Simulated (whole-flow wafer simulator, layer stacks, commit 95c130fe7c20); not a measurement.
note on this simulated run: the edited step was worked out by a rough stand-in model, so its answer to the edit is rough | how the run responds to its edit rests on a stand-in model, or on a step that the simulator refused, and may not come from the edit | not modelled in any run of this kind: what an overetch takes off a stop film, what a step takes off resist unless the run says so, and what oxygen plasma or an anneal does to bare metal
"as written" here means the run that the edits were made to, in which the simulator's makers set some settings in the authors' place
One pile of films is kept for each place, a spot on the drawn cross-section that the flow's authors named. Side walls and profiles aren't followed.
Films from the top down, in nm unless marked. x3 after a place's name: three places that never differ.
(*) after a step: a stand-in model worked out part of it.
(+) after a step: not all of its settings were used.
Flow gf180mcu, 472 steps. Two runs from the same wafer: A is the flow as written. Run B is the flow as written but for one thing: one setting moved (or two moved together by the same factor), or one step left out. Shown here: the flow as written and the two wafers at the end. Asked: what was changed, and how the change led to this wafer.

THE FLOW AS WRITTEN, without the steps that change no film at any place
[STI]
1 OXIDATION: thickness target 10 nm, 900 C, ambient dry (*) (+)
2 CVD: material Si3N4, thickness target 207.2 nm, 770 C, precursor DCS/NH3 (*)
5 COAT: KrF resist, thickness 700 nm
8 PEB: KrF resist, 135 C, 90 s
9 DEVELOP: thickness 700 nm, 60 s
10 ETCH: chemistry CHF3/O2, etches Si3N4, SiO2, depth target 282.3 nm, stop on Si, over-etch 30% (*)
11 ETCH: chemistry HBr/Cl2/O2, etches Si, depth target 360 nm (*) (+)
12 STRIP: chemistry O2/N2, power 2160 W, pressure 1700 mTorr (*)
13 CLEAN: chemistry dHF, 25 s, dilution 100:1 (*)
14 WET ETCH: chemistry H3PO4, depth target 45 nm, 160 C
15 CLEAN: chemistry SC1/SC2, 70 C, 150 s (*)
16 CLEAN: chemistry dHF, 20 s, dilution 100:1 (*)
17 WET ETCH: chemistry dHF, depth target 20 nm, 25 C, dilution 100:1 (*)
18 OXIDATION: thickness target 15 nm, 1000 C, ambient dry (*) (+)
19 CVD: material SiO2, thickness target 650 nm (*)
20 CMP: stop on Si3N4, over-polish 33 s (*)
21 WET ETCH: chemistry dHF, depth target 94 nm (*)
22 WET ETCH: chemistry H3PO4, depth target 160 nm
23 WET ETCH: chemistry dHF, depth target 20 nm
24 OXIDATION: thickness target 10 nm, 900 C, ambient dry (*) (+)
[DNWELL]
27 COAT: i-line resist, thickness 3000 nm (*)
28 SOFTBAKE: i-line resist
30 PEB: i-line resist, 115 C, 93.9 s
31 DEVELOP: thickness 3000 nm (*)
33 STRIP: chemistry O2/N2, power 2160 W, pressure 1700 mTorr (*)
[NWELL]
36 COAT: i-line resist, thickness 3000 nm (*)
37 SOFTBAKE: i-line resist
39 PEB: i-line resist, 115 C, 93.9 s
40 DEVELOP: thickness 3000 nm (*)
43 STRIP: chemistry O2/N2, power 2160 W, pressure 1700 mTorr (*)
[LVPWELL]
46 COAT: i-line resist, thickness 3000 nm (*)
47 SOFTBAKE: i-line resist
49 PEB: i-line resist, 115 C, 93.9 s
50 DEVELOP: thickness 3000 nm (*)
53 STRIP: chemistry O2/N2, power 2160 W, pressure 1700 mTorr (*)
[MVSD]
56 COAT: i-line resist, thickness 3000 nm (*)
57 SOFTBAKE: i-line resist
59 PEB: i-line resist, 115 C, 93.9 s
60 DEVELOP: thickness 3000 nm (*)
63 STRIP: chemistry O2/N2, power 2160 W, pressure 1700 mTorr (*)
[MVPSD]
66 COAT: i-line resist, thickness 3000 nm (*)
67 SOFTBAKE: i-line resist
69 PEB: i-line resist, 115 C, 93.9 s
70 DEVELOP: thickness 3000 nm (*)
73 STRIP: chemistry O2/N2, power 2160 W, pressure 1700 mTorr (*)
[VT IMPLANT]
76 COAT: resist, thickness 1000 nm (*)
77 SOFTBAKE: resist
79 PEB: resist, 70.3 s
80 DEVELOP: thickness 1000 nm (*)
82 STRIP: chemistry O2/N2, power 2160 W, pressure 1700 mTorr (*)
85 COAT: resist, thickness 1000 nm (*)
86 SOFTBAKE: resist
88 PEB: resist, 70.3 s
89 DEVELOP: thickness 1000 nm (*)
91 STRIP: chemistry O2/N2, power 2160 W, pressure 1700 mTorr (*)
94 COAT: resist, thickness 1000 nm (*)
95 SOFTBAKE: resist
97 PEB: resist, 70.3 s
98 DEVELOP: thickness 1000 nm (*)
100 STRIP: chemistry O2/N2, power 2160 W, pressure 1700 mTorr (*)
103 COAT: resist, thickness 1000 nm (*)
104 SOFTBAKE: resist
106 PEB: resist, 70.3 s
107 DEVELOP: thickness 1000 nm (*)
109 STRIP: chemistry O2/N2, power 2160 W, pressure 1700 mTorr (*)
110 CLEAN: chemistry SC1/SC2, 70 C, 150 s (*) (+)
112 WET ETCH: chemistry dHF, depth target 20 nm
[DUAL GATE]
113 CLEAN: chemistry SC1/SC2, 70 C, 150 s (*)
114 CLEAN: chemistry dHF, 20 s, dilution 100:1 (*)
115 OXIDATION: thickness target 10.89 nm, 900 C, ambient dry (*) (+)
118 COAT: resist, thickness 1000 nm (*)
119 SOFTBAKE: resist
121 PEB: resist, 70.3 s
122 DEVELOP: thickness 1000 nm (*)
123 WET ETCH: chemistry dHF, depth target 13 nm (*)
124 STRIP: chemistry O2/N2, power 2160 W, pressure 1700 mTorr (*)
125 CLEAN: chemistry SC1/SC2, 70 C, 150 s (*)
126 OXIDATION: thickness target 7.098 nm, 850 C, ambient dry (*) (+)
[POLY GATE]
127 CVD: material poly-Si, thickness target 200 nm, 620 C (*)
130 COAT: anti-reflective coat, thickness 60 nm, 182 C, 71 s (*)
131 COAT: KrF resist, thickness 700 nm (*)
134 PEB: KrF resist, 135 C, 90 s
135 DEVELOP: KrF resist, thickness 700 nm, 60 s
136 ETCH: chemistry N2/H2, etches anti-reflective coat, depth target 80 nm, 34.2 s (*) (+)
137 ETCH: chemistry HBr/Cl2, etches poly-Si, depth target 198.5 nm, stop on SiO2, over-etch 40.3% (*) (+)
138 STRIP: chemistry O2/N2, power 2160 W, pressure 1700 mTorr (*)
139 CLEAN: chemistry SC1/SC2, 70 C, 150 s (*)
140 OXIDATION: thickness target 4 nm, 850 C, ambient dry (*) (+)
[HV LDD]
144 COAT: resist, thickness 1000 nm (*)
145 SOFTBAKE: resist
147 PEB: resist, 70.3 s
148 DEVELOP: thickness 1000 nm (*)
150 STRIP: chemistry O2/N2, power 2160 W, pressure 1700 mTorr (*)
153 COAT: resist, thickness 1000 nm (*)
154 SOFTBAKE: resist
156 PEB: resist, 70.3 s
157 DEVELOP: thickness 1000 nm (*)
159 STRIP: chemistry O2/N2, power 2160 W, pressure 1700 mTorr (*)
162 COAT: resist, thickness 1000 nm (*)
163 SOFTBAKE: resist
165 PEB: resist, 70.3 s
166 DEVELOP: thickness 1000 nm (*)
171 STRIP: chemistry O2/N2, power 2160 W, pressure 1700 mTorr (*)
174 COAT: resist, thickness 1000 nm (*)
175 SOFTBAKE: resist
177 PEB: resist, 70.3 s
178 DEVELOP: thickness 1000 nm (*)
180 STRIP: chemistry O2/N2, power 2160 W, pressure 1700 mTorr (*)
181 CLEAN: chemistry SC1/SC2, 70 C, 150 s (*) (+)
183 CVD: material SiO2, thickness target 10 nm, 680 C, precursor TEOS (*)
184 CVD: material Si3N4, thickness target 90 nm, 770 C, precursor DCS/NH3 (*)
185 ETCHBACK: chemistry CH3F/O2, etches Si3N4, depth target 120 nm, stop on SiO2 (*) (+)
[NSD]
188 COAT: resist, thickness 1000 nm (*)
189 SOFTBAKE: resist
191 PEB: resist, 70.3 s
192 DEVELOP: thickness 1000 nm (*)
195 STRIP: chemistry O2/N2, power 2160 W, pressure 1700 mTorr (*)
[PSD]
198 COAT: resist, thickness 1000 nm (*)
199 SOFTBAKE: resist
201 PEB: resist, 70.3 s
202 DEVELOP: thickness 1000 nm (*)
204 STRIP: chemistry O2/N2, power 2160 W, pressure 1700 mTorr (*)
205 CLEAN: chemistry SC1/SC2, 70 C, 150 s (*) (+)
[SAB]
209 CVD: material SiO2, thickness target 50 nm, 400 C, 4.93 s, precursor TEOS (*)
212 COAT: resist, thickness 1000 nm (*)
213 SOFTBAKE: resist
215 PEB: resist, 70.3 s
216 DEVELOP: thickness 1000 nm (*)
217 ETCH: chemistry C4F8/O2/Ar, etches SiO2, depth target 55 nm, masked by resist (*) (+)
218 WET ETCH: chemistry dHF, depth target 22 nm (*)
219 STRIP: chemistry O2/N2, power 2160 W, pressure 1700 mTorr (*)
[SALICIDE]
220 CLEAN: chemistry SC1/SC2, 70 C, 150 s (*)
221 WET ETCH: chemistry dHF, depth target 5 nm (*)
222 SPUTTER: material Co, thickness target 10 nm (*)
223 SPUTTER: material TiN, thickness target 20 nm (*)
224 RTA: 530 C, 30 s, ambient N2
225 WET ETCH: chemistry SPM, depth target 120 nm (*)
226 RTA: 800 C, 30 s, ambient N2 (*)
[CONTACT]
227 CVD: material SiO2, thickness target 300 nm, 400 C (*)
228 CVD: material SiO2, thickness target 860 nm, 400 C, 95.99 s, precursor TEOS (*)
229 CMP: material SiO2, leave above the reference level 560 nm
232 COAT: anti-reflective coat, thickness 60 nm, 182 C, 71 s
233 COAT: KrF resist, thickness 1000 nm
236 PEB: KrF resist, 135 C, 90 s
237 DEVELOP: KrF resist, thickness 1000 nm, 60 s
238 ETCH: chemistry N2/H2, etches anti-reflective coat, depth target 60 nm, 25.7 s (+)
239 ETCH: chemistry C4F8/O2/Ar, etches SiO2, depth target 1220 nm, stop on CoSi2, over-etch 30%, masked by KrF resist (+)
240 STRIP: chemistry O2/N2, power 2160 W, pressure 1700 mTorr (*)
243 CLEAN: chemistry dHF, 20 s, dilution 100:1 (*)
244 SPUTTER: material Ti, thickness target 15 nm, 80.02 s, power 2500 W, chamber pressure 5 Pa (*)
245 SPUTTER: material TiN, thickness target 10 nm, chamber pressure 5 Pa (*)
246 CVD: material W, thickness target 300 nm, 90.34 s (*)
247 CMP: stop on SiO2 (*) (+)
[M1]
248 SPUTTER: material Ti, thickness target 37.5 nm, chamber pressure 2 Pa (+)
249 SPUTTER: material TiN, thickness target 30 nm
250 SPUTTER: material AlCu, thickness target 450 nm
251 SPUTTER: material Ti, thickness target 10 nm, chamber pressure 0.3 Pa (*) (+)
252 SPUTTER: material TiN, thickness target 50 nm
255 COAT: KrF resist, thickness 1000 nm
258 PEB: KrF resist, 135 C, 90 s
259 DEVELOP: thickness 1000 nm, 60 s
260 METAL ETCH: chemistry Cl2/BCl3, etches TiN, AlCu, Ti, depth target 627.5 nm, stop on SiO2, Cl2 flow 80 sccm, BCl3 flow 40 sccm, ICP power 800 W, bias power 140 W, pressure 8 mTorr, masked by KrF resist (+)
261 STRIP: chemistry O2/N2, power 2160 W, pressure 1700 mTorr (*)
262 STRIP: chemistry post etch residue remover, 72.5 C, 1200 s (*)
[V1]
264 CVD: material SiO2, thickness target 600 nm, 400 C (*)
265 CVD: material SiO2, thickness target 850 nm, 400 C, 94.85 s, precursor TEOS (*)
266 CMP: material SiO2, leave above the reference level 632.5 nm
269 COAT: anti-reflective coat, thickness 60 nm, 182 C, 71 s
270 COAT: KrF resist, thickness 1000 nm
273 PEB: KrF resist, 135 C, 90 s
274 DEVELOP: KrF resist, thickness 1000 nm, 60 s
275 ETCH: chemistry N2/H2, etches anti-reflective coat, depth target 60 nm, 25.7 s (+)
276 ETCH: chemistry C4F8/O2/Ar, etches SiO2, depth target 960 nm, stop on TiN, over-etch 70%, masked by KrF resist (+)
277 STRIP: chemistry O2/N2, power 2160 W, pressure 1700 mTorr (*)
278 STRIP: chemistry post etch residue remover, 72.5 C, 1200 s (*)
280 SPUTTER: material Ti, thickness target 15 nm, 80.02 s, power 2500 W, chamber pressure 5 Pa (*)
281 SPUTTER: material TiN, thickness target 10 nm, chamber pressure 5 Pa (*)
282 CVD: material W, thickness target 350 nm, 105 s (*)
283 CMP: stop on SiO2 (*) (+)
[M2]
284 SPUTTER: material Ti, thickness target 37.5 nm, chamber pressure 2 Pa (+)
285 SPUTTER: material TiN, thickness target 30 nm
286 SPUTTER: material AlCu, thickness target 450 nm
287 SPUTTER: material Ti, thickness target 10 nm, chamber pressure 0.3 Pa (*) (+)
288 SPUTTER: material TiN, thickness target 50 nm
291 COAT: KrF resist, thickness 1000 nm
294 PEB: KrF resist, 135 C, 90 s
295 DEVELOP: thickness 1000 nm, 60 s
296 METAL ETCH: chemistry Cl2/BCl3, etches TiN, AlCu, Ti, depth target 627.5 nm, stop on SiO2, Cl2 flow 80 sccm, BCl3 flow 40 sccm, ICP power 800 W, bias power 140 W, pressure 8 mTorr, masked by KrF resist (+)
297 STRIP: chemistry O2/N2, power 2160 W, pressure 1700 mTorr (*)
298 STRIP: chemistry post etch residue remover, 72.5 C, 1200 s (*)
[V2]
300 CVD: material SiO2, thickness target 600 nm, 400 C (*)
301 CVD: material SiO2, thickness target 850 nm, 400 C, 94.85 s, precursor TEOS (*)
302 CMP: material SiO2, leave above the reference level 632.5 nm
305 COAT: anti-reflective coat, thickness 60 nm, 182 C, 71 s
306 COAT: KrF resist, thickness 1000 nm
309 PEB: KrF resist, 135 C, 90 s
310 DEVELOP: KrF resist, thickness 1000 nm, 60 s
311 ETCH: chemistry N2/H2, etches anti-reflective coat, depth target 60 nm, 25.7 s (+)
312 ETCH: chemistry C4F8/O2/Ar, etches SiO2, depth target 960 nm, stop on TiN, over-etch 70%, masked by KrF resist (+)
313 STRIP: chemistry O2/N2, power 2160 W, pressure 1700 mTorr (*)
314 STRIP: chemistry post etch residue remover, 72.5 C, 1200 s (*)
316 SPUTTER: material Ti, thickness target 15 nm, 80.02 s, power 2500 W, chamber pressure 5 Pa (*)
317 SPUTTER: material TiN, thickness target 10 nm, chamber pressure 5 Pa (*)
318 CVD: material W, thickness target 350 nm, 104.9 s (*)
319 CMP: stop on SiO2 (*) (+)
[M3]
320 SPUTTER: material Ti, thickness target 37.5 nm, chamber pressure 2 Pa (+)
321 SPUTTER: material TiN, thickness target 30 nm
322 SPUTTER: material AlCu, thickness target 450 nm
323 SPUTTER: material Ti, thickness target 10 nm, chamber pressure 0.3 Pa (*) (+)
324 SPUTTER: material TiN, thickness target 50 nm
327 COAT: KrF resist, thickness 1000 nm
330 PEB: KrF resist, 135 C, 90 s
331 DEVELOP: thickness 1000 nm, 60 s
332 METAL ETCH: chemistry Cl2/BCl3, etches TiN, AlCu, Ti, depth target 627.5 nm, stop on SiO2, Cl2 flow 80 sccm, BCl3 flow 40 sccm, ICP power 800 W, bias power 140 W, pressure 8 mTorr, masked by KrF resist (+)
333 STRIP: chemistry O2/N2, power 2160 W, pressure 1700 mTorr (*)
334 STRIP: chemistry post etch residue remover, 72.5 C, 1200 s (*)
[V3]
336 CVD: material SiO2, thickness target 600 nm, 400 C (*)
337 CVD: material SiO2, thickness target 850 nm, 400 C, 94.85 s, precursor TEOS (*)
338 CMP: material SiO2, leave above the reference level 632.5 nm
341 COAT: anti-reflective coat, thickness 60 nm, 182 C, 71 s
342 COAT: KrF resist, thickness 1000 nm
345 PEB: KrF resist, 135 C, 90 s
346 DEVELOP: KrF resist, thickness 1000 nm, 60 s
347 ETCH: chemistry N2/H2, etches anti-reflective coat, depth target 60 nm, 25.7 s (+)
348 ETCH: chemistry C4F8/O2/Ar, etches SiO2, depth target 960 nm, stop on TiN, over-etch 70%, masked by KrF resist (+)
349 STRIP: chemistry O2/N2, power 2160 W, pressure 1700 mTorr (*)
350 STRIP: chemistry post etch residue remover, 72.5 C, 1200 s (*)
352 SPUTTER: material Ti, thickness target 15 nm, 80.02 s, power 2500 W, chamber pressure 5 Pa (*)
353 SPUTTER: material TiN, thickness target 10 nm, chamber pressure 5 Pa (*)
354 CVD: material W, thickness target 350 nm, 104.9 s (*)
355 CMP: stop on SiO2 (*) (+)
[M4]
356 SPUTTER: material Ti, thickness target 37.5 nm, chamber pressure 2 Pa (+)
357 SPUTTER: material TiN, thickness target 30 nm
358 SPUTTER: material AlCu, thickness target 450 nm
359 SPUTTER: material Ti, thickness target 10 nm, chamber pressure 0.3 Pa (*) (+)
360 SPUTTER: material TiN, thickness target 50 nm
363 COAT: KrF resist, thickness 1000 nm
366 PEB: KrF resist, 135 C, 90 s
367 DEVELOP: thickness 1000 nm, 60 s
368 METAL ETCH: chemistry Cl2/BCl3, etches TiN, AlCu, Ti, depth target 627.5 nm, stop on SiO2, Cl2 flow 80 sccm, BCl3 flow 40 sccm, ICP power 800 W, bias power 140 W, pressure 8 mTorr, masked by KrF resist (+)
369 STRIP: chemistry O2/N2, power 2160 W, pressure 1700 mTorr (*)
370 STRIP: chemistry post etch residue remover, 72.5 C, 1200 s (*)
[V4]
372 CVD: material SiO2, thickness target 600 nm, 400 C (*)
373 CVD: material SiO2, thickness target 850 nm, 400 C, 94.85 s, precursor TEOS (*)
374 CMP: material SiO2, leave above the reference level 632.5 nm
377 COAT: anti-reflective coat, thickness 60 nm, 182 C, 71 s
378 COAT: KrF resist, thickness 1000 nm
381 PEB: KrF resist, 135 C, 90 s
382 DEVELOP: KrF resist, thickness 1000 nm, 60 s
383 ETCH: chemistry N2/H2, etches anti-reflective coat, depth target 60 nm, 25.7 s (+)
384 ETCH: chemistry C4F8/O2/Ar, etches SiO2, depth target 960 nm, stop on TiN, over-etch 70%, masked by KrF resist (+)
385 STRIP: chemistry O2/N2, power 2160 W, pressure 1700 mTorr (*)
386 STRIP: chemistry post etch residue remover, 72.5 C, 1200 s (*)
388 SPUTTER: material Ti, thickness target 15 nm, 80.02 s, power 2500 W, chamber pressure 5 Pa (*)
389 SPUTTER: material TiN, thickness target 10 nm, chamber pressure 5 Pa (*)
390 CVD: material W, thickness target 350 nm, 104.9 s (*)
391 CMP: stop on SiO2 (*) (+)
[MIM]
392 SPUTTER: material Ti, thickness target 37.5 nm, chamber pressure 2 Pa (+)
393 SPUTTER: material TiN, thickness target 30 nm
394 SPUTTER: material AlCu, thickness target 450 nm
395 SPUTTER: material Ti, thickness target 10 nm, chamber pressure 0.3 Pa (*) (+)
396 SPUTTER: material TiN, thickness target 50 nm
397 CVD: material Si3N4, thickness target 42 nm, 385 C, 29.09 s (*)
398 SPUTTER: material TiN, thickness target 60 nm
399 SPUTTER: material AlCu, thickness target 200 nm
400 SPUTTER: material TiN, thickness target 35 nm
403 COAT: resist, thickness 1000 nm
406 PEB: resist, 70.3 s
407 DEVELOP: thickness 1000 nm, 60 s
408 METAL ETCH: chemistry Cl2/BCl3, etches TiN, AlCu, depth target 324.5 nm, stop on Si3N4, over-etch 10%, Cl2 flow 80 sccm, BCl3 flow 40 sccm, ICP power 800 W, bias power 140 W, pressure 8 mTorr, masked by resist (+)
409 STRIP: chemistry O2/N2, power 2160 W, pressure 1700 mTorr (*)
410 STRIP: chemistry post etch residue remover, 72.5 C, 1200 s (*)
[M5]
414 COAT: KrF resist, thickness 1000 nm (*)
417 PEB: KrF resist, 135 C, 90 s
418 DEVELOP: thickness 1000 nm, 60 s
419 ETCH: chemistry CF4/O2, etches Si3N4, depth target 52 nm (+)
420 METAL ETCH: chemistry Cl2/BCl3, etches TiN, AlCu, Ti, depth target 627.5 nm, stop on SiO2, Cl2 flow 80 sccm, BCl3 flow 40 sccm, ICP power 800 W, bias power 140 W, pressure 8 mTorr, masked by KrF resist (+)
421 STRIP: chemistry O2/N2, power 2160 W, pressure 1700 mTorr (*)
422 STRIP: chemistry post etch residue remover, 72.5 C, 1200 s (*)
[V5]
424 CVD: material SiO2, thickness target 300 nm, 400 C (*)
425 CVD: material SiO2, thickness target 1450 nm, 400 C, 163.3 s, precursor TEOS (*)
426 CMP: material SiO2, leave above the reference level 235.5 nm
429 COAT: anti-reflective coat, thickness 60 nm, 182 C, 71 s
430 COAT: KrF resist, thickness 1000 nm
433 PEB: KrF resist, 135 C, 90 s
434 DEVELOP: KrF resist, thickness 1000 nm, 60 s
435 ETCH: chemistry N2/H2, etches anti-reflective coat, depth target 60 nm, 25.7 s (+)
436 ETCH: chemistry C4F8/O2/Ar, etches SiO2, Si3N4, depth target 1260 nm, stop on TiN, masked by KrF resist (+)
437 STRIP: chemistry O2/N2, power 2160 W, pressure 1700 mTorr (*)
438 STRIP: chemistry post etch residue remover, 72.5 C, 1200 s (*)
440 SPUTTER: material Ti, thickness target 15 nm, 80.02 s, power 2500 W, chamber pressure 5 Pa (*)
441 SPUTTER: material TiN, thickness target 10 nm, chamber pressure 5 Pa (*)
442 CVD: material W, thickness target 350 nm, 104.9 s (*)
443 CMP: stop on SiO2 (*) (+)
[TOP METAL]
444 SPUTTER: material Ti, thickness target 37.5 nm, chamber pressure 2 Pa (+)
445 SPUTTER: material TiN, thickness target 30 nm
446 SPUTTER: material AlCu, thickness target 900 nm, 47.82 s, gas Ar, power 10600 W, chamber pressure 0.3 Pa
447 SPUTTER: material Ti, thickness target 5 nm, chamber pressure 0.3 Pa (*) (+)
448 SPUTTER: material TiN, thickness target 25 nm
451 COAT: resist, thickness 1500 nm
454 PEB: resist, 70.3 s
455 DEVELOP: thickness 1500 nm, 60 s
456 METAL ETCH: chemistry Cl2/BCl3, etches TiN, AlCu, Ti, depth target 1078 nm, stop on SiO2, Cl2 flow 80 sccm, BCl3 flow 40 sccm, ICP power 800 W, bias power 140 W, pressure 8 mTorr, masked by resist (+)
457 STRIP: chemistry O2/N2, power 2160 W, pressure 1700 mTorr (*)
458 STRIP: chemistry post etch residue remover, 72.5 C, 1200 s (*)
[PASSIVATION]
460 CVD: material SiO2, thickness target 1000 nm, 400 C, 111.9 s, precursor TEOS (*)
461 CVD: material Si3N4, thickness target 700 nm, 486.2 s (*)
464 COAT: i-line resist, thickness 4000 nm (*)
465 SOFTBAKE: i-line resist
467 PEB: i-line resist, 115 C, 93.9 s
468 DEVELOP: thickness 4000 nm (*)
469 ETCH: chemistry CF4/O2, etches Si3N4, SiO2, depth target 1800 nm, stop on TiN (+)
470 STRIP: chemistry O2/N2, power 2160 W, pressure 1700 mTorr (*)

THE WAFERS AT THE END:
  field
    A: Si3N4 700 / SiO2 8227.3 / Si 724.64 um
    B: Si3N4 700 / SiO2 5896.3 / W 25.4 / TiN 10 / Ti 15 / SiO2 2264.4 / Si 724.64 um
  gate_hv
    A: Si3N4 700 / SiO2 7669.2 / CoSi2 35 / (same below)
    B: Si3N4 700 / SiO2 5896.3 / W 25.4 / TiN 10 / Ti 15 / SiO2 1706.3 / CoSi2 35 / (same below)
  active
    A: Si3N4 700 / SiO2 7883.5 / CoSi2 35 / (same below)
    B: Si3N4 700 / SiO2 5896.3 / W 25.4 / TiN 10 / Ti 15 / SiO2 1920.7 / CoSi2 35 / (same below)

The cause: step 265, CVD: thickness target 459 nm was run, where the flow has thickness target 850 nm; step 265, CVD: 51.22 s was run, where the flow has 94.85 s.

How the change led to this, step by step:
  265 CVD: material SiO2, thickness target 850 nm, 400 C, 94.85 s, precursor TEOS (*)
      field, field__w1, field__w2 and 108 more: A SiO2 +850 | B SiO2 +467.4
  266 CMP: material SiO2, leave above the reference level 632.5 nm
      field, field__w1, field__w2 and 99 more: A SiO2 -300 | B nothing
      field__w8, contact, m1 and 6 more: A SiO2 -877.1 | B SiO2 -494.5
  269 COAT: anti-reflective coat, thickness 60 nm, 182 C, 71 s
      field: A anti-reflective coat +60 (new film) | B anti-reflective coat +93.2 (new film)
      field__w1: A anti-reflective coat +60 (new film) | B anti-reflective coat +80.7 (new film)
      (and at 18 more places)
  270 COAT: KrF resist, thickness 1000 nm
      contact: A KrF resist +1000 (new film) | B KrF resist +968.5 (new film)
      m1: A KrF resist +1000 (new film) | B KrF resist +963.3 (new film)
      (and at 3 more places)
  274 DEVELOP: KrF resist, thickness 1000 nm, 60 s
      contact: A KrF resist -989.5 (all of it) | B KrF resist -958.3 (all of it)
  275 ETCH: chemistry N2/H2, etches anti-reflective coat, depth target 60 nm, 25.7 s (+)
      contact: A anti-reflective coat -60 (all of it), SiO2 -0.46 | B anti-reflective coat -24.9 (all of it), SiO2 -1.36
  277 STRIP: chemistry O2/N2, power 2160 W, pressure 1700 mTorr (*)
      field: A KrF resist -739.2 (all of it), anti-reflective coat -60 (all of it) | B KrF resist -724.5 (all of it), anti-reflective coat -93.2 (all of it)
      field__w1: A KrF resist -739.2 (all of it), anti-reflective coat -60 (all of it) | B KrF resist -723.1 (all of it), anti-reflective coat -80.7 (all of it)
      (and at 17 more places)
  282 CVD: material W, thickness target 350 nm, 105 s (*)
      contact: A W +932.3 (new film) | B W +848.9 (new film)
  283 CMP: stop on SiO2 (*) (+)
      field, field__w1, field__w2 and 99 more: A W -350 (all of it), TiN -10 (all of it), Ti -15 (all of it), SiO2 -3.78 | B W -312.4
      field__w8, m1, m1__w1, polyc_n, polyc_n_rim, polyc_p, polyc_p_rim, m1_nw: A W -350 (all of it), TiN -10 (all of it), Ti -15 (all of it), SiO2 -3.78 | B W -350 (all of it), TiN -10 (all of it), Ti -15 (all of it), SiO2 -20
      (and at 1 more place)
  296 METAL ETCH: chemistry Cl2/BCl3, etches TiN, AlCu, Ti, depth target 627.5 nm, stop on SiO2, Cl2 flow 80 sccm, BCl3 flow 40 sccm, ICP power 800 W, bias power 140 W, pressure 8 mTorr, masked by KrF resist (+)
      field, field__w1, field__w2 and 99 more: A TiN -50 (all of it), Ti -10 (all of it), AlCu -450 (all of it), TiN -30 (all of it), Ti -37.5 (all of it) | B TiN -50 (all of it), Ti -10 (all of it), AlCu -450 (all of it), TiN -30 (all of it), Ti -37.5 (all of it), W -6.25
  298 STRIP: chemistry post etch residue remover, 72.5 C, 1200 s (*)
      field, field__w1, field__w2 and 99 more: A nothing | B W -6.01
  300 CVD: material SiO2, thickness target 600 nm, 400 C (*)
      field, field__w1, field__w2 and 99 more: A SiO2 +600 | B SiO2 +600 (new film)
  302 CMP: material SiO2, leave above the reference level 632.5 nm
      field, field__w1, field__w2 and 99 more: A SiO2 -300 | B SiO2 -287.7
Counting metal films that touch as one body, field has 1 body; the flow as written gives 0 bodies.
Counting metal films that touch as one body, gate_hv has 2 bodies (between them, from the top down: SiO2 1706.3); the flow as written gives 1 body.
Counting metal films that touch as one body, active has 2 bodies (between them, from the top down: SiO2 1920.7); the flow as written gives 1 body.
